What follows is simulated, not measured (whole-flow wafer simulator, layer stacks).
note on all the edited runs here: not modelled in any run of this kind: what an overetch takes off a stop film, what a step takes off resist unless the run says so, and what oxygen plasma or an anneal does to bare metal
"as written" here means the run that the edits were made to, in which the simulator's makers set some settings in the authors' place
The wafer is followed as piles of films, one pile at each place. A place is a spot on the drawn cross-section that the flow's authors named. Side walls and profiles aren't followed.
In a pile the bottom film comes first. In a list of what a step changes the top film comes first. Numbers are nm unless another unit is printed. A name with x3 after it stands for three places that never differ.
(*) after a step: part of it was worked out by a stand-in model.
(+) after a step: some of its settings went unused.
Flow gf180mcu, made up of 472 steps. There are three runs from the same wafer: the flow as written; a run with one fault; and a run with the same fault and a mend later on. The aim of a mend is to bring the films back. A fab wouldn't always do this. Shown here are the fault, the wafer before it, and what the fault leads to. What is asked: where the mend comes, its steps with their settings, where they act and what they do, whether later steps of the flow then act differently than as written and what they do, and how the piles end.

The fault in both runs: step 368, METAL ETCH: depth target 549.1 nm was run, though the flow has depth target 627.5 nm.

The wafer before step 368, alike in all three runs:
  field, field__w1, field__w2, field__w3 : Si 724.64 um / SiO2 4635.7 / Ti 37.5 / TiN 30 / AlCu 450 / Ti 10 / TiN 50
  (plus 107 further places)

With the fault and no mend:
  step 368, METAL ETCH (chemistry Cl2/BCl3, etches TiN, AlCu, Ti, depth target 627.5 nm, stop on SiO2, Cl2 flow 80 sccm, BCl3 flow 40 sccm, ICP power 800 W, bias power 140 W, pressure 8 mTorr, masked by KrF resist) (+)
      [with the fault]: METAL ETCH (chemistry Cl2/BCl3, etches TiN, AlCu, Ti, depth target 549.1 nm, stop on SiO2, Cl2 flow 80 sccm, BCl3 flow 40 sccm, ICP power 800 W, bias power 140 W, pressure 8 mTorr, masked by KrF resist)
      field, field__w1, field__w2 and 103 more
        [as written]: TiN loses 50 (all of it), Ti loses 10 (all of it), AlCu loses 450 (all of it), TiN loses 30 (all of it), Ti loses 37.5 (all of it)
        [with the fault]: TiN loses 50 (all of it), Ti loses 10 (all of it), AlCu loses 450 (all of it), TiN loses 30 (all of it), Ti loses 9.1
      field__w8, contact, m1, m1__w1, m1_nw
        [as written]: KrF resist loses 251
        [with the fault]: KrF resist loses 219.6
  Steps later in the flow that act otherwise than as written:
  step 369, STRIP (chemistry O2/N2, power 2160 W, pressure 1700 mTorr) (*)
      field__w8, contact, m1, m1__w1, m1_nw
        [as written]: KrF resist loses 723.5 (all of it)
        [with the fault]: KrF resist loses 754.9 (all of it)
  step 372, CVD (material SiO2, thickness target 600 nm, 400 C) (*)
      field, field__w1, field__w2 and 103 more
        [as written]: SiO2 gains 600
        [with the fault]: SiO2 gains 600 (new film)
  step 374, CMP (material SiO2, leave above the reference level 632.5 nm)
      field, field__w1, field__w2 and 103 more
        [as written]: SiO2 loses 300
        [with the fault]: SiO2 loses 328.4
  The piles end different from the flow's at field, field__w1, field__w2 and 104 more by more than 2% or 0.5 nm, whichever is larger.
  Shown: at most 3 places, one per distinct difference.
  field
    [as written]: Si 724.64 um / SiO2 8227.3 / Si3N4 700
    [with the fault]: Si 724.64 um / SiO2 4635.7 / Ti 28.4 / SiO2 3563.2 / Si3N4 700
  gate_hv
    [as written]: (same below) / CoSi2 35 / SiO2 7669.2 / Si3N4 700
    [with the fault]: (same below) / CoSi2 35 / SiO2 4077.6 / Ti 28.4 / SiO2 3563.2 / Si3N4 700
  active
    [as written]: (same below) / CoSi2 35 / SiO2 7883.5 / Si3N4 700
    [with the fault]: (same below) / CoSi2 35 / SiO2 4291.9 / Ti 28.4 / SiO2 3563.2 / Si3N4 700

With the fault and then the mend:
  The mend follows step 368.
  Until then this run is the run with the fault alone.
  step 368a, METAL ETCH (chemistry Cl2/BCl3, etches TiN, AlCu, Ti, depth target 78.4 nm, stop on SiO2, Cl2 flow 80 sccm, BCl3 flow 40 sccm, ICP power 800 W, bias power 140 W, pressure 8 mTorr, masked by KrF resist) (+) (the flow's step 368, run once more with other settings)
      field, field__w1, field__w2 and 103 more
        Ti loses 28.4 (all of it)
      field__w8, contact, m1, m1__w1, m1_nw
        KrF resist loses 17
  None of the later steps of the flow differs from how it acts as written, at any place that is followed, by more than 2% or 0.5 nm, whichever is larger.
  By the end, the piles equal the flow's at every place that both follow.
